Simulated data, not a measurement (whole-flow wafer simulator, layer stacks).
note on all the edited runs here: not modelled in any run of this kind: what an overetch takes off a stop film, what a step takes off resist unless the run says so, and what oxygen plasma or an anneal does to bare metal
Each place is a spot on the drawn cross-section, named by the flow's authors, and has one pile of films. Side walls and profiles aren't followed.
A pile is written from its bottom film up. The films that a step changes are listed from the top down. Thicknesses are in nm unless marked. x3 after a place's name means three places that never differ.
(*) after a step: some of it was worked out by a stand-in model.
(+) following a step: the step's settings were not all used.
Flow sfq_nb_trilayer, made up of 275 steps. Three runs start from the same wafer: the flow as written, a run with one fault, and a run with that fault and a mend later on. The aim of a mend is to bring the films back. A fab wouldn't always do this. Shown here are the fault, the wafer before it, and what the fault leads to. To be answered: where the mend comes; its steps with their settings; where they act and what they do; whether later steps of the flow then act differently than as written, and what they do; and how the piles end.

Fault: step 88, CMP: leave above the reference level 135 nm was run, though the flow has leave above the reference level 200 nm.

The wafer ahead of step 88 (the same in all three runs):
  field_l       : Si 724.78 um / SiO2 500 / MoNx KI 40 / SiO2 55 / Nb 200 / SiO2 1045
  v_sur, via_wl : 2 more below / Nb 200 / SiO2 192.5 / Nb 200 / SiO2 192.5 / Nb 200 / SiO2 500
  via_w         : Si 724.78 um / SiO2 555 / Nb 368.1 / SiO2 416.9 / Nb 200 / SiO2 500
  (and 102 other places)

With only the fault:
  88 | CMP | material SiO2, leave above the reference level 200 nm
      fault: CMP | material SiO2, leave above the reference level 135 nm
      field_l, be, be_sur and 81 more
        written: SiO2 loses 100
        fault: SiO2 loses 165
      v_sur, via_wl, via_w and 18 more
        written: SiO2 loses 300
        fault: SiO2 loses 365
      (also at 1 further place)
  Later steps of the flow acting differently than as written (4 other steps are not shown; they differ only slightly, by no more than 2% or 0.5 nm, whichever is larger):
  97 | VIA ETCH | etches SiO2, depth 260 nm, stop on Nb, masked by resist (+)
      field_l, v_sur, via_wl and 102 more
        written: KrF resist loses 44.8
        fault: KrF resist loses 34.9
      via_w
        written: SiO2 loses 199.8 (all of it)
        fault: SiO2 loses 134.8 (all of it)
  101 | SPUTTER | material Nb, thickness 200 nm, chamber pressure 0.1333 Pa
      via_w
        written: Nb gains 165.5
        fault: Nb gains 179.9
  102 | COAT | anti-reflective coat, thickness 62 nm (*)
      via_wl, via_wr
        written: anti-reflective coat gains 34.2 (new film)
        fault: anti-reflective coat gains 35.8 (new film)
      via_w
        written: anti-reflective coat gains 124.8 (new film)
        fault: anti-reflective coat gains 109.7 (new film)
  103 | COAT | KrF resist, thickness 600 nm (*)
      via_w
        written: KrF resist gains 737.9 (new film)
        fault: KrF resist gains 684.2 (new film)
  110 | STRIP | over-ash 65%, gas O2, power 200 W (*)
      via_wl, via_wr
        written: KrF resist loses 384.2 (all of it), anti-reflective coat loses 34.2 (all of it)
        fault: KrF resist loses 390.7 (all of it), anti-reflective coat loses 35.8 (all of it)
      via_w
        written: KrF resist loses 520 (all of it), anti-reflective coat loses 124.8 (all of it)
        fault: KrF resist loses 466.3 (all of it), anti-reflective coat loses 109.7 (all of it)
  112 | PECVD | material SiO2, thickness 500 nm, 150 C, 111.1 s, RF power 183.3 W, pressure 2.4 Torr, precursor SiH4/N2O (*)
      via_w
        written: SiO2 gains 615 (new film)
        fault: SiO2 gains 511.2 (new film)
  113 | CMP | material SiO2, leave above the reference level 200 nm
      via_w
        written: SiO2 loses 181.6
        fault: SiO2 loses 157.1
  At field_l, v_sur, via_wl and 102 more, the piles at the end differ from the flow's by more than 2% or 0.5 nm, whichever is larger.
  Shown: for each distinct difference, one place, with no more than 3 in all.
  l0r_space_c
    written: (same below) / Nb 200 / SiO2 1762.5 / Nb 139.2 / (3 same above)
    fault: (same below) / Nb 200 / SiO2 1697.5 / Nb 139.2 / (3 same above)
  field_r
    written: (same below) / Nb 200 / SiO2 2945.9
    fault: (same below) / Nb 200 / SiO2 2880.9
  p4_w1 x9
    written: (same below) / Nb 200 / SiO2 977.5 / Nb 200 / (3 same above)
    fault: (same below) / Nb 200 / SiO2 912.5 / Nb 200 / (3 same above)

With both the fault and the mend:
  The mend follows step 89.
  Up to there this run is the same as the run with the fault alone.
  89a | PECVD | material SiO2, thickness 65 nm, 150 C, 14.44 s, RF power 183.3 W, pressure 2.4 Torr, precursor SiH4/N2O (the flow's step 87 again, with other settings)
      field_l, v_sur, via_wl and 103 more
        SiO2 gains 65
  None of the later steps of the flow differs from how it acts as written, at any place that is followed, by more than 2% or 0.5 nm, whichever is larger.
  At every place that both follow, the piles at the end match the flow's.
